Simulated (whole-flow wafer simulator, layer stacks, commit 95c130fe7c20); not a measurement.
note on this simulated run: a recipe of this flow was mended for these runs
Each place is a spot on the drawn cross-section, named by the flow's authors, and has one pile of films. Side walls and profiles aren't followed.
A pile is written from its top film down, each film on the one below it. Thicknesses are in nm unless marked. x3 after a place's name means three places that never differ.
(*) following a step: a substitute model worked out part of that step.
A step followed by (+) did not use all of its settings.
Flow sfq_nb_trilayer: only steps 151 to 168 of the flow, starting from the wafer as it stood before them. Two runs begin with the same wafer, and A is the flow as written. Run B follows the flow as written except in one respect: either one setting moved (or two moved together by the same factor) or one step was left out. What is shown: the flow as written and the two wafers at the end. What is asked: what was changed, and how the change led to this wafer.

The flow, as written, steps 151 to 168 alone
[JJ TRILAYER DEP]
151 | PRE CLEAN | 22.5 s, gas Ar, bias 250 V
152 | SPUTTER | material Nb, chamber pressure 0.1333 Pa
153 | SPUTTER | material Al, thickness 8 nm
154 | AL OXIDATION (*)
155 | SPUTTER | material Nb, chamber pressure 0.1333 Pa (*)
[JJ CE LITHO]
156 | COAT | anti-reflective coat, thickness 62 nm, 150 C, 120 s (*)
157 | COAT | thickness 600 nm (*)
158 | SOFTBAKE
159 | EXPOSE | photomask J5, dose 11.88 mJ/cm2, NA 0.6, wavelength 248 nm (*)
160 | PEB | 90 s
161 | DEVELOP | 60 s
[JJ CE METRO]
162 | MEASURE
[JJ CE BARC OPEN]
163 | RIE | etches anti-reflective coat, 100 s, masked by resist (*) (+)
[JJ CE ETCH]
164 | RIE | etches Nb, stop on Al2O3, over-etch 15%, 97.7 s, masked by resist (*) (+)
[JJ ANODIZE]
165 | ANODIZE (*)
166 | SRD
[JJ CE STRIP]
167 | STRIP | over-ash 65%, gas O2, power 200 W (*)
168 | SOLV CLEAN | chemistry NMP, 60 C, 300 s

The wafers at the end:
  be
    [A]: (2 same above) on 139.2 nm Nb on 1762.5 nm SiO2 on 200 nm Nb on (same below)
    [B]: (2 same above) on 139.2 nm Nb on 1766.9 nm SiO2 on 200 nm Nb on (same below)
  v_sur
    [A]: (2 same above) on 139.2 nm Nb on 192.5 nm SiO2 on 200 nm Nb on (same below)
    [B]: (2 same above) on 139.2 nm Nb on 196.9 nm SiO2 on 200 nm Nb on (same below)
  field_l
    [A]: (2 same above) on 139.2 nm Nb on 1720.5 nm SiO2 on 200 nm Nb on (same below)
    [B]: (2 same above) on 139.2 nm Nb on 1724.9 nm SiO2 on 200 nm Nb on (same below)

Cause: step 151, PRE CLEAN: 9.28 s was run, whereas the flow has 22.5 s.

How this came from the change, step by step:
  151 | PRE CLEAN | 22.5 s, gas Ar, bias 250 V
      field_l, v_sur, via_sp and 100 more: A SiO2 loses 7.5 | B SiO2 loses 3.09
      via_wl, via_w, via_wr: A Nb loses 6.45 | B Nb loses 2.16
